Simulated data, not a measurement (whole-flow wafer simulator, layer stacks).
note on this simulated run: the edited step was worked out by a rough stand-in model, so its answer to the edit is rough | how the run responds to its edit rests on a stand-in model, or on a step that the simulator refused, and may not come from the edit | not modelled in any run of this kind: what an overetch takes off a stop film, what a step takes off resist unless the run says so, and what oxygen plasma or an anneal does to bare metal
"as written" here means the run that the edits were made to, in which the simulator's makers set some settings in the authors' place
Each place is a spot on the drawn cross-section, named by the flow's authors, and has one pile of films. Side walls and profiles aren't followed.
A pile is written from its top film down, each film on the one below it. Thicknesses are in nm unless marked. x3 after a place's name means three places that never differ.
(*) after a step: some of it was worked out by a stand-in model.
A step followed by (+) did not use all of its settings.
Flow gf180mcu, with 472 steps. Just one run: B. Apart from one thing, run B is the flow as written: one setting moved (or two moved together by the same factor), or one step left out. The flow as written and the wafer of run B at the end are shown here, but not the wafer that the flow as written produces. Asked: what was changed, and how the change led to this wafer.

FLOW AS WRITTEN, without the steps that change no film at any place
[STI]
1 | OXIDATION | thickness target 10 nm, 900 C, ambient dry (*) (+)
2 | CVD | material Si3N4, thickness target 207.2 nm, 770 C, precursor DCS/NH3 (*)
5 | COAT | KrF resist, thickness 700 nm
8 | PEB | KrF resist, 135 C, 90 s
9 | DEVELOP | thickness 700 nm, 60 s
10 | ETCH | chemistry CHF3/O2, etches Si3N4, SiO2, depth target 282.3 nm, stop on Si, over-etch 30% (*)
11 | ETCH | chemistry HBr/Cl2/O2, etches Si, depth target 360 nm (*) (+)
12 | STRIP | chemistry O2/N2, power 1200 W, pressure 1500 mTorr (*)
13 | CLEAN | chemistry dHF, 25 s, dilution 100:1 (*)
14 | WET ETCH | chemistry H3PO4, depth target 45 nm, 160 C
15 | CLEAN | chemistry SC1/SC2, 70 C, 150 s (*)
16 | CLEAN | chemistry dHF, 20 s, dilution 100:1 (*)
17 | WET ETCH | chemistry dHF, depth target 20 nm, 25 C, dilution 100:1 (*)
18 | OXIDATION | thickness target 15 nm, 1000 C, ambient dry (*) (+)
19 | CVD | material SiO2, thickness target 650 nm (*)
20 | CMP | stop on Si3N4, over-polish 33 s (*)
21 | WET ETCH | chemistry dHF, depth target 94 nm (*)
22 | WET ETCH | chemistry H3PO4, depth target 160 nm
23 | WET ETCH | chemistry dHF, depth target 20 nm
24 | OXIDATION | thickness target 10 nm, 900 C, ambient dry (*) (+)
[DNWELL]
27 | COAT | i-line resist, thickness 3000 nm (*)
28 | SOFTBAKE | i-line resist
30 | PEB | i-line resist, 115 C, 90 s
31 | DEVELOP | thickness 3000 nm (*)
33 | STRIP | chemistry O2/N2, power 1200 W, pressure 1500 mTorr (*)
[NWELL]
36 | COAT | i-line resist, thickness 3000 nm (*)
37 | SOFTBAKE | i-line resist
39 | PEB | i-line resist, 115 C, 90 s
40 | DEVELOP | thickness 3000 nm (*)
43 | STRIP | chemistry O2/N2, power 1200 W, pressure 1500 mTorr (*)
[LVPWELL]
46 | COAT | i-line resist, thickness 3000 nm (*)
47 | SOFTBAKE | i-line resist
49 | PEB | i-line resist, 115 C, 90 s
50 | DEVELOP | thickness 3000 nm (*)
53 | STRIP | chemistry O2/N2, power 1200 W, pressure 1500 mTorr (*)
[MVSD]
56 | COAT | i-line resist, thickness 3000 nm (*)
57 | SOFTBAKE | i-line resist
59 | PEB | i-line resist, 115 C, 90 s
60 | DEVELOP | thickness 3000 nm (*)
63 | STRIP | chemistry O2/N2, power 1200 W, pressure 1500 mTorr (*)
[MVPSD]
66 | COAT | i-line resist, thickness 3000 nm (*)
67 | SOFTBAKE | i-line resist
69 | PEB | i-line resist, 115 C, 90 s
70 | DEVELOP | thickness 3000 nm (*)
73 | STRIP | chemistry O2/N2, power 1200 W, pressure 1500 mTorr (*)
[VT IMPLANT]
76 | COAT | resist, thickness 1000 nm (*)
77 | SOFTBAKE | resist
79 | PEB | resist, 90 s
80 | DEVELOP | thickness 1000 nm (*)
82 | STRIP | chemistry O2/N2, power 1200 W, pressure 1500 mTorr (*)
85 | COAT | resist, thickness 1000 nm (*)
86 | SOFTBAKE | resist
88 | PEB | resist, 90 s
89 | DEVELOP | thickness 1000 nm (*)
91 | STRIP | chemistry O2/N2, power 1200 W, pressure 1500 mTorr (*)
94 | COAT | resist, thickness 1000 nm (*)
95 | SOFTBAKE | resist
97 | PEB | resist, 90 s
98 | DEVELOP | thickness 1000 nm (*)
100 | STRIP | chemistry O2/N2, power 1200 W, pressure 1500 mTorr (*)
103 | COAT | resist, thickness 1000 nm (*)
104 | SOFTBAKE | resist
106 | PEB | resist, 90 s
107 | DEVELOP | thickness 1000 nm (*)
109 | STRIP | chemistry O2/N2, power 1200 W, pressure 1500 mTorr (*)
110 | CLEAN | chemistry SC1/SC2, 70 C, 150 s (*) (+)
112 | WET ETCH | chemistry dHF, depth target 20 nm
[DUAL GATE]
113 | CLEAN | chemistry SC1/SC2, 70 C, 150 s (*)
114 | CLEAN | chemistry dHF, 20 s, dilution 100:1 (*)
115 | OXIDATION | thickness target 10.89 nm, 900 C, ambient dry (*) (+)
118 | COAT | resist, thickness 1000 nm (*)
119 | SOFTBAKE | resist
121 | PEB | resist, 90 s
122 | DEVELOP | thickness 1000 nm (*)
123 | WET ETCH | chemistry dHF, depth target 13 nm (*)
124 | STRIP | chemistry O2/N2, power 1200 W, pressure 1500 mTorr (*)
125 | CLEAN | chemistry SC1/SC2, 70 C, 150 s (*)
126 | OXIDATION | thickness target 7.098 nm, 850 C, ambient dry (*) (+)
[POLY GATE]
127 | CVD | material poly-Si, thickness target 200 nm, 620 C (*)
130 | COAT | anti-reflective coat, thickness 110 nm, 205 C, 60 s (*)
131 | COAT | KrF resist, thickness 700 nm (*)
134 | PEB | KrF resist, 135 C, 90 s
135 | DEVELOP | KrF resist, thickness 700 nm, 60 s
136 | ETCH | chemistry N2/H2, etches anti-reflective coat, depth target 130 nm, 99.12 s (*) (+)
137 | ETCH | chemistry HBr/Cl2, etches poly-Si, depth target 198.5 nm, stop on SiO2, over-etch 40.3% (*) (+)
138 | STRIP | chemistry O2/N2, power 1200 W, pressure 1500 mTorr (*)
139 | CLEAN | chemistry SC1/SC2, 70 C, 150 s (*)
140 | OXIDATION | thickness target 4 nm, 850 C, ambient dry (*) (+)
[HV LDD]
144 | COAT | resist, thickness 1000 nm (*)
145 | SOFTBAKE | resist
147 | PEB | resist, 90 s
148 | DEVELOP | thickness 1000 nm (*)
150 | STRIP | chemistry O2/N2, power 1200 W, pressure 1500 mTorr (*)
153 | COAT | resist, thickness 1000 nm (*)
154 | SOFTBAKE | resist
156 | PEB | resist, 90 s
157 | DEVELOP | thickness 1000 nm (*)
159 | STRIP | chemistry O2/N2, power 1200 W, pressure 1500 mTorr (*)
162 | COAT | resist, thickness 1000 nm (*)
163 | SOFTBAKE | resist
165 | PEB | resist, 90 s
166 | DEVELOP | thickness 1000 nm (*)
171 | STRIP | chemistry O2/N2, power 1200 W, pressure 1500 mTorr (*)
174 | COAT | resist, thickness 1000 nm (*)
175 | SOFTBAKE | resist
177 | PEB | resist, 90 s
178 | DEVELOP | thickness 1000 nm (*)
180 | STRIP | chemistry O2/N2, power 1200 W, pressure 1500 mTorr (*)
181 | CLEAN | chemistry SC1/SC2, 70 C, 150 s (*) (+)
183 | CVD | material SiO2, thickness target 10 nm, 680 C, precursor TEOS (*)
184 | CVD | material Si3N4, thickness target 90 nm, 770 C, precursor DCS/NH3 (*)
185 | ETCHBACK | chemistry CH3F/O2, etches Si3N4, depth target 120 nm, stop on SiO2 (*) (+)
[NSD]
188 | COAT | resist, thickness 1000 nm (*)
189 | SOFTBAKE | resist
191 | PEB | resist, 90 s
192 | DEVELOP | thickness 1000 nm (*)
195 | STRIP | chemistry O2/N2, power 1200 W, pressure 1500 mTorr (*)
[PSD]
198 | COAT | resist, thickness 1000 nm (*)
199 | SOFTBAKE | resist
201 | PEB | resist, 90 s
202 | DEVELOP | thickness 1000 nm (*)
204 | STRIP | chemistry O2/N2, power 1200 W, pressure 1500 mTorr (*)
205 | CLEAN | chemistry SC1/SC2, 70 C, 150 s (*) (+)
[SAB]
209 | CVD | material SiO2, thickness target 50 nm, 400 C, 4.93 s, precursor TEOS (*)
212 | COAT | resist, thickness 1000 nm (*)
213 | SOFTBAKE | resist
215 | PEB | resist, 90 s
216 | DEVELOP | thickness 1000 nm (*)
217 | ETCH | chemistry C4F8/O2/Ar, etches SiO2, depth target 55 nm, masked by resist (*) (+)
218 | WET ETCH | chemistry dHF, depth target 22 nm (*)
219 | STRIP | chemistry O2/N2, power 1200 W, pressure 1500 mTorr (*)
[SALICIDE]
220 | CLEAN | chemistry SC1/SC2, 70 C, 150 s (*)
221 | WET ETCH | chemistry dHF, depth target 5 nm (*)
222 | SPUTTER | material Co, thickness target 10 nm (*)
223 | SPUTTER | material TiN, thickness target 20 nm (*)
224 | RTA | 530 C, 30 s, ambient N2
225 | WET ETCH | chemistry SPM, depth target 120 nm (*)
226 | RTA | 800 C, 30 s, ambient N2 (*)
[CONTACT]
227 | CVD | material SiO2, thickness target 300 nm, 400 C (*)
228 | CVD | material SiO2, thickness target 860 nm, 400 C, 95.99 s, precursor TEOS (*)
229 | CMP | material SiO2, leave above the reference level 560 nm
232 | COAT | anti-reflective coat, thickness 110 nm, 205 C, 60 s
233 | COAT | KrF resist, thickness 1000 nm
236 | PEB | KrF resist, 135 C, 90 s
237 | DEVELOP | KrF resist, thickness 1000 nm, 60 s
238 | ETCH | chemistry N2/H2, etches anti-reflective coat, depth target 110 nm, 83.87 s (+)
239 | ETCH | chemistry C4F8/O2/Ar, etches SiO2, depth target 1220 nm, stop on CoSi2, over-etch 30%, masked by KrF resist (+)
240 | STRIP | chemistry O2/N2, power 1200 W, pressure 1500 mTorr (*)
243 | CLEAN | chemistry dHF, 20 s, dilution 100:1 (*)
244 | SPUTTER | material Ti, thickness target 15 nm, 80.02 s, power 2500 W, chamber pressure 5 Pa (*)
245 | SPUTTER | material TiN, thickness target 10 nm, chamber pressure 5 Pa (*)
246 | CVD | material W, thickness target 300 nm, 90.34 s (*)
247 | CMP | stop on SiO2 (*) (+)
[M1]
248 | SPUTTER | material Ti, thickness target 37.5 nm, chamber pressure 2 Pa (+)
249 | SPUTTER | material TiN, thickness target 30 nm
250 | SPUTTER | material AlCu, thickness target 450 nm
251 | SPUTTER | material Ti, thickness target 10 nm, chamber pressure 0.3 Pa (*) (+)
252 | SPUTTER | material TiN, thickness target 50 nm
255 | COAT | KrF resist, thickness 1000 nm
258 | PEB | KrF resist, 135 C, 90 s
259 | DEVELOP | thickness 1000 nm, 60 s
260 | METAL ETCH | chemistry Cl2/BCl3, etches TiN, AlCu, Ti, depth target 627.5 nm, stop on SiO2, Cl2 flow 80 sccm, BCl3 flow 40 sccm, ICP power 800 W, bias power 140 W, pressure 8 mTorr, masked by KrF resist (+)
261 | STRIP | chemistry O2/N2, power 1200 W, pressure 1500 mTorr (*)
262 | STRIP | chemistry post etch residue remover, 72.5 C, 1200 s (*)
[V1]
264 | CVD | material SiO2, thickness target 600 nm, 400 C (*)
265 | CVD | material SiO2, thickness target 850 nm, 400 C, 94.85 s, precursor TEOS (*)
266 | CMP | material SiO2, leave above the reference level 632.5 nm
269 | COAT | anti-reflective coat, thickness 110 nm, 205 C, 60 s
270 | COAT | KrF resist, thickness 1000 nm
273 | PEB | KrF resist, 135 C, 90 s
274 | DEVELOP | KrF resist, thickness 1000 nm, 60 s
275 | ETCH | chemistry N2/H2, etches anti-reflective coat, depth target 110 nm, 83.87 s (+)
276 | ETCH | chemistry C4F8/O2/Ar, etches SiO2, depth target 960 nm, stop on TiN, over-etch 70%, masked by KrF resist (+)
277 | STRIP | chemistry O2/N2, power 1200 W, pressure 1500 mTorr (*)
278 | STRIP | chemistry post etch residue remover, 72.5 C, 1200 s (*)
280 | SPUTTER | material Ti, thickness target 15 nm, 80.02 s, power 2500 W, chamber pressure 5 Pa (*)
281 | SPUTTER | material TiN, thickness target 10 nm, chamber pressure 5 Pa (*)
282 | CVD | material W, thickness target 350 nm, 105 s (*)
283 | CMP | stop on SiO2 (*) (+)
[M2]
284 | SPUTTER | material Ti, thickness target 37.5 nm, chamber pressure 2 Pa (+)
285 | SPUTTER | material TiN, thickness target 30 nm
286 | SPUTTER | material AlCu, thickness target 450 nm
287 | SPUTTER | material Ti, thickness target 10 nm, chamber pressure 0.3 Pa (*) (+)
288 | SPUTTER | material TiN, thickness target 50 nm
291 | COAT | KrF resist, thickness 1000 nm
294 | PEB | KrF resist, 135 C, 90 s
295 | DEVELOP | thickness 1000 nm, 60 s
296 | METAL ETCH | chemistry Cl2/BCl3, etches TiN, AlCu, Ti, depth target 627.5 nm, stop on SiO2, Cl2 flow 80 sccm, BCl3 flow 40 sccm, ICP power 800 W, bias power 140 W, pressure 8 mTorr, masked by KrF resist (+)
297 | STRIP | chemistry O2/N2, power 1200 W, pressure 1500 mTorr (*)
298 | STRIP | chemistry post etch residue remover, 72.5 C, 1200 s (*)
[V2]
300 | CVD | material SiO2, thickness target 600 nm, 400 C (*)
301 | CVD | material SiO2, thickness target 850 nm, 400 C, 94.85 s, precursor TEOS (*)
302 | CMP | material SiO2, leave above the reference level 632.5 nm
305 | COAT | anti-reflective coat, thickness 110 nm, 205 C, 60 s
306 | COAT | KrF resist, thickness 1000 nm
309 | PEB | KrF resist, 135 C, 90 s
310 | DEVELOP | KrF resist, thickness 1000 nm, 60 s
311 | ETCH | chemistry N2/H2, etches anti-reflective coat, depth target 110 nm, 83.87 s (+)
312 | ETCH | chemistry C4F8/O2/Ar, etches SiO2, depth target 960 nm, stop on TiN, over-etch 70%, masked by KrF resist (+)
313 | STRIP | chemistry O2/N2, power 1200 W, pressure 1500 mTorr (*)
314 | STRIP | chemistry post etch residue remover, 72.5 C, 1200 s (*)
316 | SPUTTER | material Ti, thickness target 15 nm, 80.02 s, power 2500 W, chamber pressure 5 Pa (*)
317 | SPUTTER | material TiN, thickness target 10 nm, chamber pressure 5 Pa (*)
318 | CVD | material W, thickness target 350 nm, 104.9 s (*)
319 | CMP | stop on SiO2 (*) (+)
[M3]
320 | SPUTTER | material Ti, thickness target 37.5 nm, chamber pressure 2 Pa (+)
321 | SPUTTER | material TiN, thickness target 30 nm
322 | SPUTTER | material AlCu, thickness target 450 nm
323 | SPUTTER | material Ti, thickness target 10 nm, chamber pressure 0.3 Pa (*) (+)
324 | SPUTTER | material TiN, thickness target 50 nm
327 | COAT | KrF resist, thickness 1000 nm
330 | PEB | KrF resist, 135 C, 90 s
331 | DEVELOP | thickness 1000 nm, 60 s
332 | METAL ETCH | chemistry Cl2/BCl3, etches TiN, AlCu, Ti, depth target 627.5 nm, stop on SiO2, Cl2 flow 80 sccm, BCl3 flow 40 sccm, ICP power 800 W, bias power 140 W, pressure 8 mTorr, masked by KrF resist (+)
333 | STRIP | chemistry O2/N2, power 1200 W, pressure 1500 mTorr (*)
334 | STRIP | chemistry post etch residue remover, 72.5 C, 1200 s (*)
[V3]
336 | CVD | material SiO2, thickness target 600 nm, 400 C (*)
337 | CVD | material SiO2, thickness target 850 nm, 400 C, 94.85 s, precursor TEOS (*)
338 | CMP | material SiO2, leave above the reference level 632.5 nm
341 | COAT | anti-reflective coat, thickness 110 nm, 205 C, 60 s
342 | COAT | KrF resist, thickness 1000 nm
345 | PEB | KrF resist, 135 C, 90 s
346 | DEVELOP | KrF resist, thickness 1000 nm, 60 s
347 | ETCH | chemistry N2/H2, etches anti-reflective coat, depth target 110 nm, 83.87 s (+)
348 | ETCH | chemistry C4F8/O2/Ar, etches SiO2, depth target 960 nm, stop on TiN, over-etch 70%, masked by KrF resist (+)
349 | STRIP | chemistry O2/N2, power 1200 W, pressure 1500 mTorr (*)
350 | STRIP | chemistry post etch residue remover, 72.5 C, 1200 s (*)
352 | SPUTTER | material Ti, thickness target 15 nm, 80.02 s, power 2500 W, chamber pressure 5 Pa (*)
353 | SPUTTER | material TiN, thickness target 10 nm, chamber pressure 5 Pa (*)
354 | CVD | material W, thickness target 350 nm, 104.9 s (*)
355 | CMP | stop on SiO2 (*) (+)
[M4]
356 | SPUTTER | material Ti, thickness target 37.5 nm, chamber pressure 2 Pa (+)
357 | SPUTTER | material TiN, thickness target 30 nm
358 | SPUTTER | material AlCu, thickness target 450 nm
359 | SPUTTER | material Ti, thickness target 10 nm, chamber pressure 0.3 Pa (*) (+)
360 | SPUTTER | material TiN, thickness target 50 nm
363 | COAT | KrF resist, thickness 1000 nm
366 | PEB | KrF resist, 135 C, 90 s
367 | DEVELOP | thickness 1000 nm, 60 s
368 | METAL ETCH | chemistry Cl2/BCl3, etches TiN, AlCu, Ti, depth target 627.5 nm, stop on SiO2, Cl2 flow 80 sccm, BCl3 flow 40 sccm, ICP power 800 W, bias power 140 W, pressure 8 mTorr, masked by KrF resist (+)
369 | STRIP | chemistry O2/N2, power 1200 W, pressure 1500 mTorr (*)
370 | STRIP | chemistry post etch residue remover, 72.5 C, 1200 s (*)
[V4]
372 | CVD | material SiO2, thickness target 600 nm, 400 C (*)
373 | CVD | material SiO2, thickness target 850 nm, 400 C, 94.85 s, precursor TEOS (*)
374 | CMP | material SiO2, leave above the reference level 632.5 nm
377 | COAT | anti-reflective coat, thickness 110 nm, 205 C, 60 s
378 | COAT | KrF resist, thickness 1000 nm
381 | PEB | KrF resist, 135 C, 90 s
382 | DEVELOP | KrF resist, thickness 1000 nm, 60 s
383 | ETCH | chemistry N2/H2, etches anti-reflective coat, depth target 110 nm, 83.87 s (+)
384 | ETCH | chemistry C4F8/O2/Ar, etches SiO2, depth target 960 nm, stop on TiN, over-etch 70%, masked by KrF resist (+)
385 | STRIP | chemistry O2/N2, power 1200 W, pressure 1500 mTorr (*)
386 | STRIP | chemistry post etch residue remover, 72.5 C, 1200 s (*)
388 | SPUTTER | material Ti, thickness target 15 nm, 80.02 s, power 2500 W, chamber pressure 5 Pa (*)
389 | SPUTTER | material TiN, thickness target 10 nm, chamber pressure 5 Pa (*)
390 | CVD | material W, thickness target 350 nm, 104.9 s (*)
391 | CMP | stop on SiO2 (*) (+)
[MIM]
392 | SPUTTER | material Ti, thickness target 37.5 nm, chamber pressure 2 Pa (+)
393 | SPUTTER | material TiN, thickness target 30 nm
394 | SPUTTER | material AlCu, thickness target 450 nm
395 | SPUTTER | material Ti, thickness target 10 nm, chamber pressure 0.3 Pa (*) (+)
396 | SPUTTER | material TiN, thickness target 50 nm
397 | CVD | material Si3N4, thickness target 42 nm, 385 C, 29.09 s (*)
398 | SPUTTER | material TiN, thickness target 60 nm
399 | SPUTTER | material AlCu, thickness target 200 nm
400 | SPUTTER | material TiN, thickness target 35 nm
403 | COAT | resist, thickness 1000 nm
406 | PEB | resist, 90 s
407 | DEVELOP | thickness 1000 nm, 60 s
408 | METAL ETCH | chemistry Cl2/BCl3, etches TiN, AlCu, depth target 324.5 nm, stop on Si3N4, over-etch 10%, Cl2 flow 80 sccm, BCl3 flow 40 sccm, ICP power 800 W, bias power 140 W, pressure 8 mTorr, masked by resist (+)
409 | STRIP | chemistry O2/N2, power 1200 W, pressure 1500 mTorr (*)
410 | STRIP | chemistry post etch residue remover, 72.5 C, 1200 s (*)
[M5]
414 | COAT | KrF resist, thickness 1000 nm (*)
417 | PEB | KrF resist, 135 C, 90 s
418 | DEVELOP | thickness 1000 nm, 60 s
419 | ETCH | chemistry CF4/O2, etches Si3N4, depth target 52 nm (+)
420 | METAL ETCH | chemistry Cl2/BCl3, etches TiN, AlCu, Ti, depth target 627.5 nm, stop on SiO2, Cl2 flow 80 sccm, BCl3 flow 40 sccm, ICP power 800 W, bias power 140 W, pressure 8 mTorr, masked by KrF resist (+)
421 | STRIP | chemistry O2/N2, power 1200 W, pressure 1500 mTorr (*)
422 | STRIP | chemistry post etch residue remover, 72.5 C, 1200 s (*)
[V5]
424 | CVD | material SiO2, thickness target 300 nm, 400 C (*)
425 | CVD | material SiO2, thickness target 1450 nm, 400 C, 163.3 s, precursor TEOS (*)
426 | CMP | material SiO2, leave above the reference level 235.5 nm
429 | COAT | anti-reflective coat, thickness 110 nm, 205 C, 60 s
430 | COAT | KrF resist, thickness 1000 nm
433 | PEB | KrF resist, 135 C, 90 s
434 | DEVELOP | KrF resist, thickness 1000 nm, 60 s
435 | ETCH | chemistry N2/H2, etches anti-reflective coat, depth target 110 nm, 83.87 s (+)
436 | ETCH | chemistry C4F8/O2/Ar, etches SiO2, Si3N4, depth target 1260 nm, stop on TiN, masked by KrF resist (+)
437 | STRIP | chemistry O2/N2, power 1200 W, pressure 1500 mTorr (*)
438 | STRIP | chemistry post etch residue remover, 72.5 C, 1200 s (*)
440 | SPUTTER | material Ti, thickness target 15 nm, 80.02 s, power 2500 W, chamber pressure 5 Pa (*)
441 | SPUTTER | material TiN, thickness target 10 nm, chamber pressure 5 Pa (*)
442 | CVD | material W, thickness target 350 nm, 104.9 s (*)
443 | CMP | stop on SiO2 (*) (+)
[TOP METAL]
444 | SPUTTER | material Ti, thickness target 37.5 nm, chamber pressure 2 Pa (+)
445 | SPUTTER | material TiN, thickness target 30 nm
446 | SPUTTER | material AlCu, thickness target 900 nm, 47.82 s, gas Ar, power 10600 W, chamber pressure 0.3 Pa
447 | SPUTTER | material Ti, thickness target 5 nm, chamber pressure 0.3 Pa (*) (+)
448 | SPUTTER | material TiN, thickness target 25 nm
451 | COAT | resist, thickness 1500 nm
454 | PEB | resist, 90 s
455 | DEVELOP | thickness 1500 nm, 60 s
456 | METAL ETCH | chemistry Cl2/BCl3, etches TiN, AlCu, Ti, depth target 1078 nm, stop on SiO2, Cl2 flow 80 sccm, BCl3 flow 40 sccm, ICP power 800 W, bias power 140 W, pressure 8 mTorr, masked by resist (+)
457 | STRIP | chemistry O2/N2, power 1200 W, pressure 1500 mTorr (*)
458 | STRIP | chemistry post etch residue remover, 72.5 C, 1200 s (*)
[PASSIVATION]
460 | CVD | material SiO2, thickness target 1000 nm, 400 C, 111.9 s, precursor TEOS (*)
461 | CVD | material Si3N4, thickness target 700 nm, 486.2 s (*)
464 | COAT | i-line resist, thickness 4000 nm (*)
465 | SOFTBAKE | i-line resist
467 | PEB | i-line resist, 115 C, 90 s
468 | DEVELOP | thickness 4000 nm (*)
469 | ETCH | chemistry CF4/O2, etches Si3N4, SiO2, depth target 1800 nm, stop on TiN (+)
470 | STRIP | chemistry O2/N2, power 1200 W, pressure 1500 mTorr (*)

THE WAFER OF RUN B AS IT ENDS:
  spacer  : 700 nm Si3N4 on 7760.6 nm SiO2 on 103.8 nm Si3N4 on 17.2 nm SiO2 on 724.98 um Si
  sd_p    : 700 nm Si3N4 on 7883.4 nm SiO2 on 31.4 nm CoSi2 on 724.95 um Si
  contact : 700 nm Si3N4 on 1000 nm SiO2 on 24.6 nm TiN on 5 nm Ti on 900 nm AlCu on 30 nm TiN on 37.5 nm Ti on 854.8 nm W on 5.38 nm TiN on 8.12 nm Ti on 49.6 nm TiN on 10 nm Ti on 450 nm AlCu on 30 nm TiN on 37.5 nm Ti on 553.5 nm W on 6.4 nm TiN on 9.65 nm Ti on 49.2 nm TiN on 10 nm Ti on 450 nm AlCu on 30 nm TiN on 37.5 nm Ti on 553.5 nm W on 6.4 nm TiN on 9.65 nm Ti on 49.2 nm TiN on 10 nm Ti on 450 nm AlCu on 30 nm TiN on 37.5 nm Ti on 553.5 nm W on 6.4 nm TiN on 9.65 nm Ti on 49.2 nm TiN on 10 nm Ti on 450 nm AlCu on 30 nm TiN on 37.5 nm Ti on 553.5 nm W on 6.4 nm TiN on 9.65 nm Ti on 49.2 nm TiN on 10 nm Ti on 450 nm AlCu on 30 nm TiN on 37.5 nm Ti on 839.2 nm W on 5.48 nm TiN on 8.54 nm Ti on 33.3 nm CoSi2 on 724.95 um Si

What caused this: step 184, CVD: thickness target 108 nm was run, whereas the flow has thickness target 90 nm.

How this came from the change, step by step:
  184 | CVD | material Si3N4, thickness target 90 nm, 770 C, precursor DCS/NH3 (*)
      field, field__w1, field__w2 and 101 more: +108 Si3N4 (new film) (it would be, as written: +90 Si3N4 (new film))
  185 | ETCHBACK | chemistry CH3F/O2, etches Si3N4, depth target 120 nm, stop on SiO2 (*) (+)
      field, field__w1, field__w2 and 100 more: -108 Si3N4 (all of it), -1 SiO2 (it would be, as written: -90 Si3N4 (all of it), -2.5 SiO2)
  189 | SOFTBAKE | resist
      field__w9: -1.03 resist (it would be, as written: +1.85 resist)
      nw_enc_fld_lv__w3: -0.58 resist (it would be, as written: +0.35 resist)
  199 | SOFTBAKE | resist
      field__w9: -1.03 resist (it would be, as written: +1.85 resist)
      nw_enc_fld_lv__w3: -0.58 resist (it would be, as written: +0.35 resist)
  209 | CVD | material SiO2, thickness target 50 nm, 400 C, 4.93 s, precursor TEOS (*)
      ld_drift_p: +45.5 SiO2 (it would be, as written: +46.7 SiO2)
      ld_drn_p: +44.8 SiO2 (it would be, as written: +46 SiO2)
  213 | SOFTBAKE | resist
      field_sub__w2: +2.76 resist (it would be, as written: +0.91 resist)
  218 | WET ETCH | chemistry dHF, depth target 22 nm (*)
      gate, gate_hv, gate_p and 23 more: -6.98 SiO2 (all of it) (it would be, as written: -5.48 SiO2 (all of it))
      active, p_well, sd_n, iso_ptap_pw, iso_ntap_nw, iso_ptap_sub, vpnp_e: -10.5 SiO2 (all of it) (it would be, as written: -9.01 SiO2 (all of it))
      (also at 15 further places)
  223 | SPUTTER | material TiN, thickness target 20 nm (*)
      field__w2: +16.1 TiN (new film) (it would be, as written: +17 TiN (new film))
      field__w3: +14.6 TiN (new film) (it would be, as written: +15.7 TiN (new film))
      (also at 2 further places)
  224 | RTA | 530 C, 30 s, ambient N2
      ld_drn_p: under 1 film: +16 CoSi (new film), -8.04 Co (all of it), -14.6 Si (it would be, as written: under 1 film: +16.7 CoSi (new film), -8.4 Co (all of it), -15.2 Si)
  225 | WET ETCH | chemistry SPM, depth target 120 nm (*)
      field__w2: -16.1 TiN (all of it), -8.32 Co (all of it) (it would be, as written: -17 TiN (all of it), -8.65 Co (all of it))
      field__w3: -14.6 TiN (all of it), -7.6 Co (all of it) (it would be, as written: -15.7 TiN (all of it), -8.06 Co (all of it))
      (also at 2 further places)
  226 | RTA | 800 C, 30 s, ambient N2 (*)
      ld_sd_n: +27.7 CoSi2 (new film), -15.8 CoSi (all of it), -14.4 Si (it would be, as written: +28.3 CoSi2 (new film), -16.1 CoSi (all of it), -14.7 Si)
      ld_drn_n: +30.8 CoSi2 (new film), -17.5 CoSi (all of it), -16 Si (it would be, as written: +31.5 CoSi2 (new film), -17.9 CoSi (all of it), -16.4 Si)
      (also at 2 further places)
  229 | CMP | material SiO2, leave above the reference level 560 nm
      spacer: -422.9 SiO2 (it would be, as written: -404.9 SiO2)
